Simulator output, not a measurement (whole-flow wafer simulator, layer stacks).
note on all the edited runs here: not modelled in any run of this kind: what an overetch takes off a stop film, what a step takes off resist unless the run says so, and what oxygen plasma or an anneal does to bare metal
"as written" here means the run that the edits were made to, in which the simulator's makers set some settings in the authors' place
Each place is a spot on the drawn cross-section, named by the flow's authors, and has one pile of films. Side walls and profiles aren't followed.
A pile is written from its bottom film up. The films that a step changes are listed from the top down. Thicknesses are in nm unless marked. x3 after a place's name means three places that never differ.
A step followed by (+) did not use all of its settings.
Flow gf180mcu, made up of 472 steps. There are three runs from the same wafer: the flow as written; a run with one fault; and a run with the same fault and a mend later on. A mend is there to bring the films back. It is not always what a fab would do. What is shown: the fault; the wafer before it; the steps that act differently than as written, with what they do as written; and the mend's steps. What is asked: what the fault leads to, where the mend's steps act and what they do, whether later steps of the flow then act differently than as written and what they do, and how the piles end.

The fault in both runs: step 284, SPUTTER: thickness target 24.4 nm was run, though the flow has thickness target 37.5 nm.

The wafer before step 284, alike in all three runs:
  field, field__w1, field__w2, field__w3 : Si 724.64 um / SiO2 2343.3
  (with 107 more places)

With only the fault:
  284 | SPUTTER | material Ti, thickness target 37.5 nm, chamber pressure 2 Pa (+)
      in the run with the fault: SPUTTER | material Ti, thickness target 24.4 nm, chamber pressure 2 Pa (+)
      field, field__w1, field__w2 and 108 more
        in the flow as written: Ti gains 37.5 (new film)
        in the run with the fault: Ti gains 24.4 (new film)
  Steps later in the flow that act otherwise than as written:
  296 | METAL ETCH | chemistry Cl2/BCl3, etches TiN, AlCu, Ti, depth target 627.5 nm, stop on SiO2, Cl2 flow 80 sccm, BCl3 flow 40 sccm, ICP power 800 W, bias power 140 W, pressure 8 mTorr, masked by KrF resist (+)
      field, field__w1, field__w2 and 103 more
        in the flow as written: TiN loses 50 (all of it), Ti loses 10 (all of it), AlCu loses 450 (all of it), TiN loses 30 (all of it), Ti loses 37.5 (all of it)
        in the run with the fault: TiN loses 50 (all of it), Ti loses 10 (all of it), AlCu loses 450 (all of it), TiN loses 30 (all of it), Ti loses 24.4 (all of it)
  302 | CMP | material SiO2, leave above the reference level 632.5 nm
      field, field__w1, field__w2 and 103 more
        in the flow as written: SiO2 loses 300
        in the run with the fault: SiO2 loses 313.1
  The piles end different from the flow's at field__w8, contact, m1, m1__w1, m1_nw by more than 2% or 0.5 nm, whichever is larger.
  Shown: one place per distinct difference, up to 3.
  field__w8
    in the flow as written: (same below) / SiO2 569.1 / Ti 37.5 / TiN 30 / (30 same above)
    in the run with the fault: (same below) / SiO2 569.1 / Ti 24.4 / TiN 30 / (30 same above)
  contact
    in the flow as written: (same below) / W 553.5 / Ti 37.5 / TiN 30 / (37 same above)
    in the run with the fault: (same below) / W 553.5 / Ti 24.4 / TiN 30 / (37 same above)

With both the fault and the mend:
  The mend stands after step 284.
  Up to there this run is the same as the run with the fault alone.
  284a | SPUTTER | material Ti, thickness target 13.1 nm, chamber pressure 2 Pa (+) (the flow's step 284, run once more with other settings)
      field, field__w1, field__w2 and 108 more
        Ti gains 13.1
  None of the later steps of the flow acts differently than as written at any place that is followed.
  At every place that both follow, the piles at the end match the flow's.
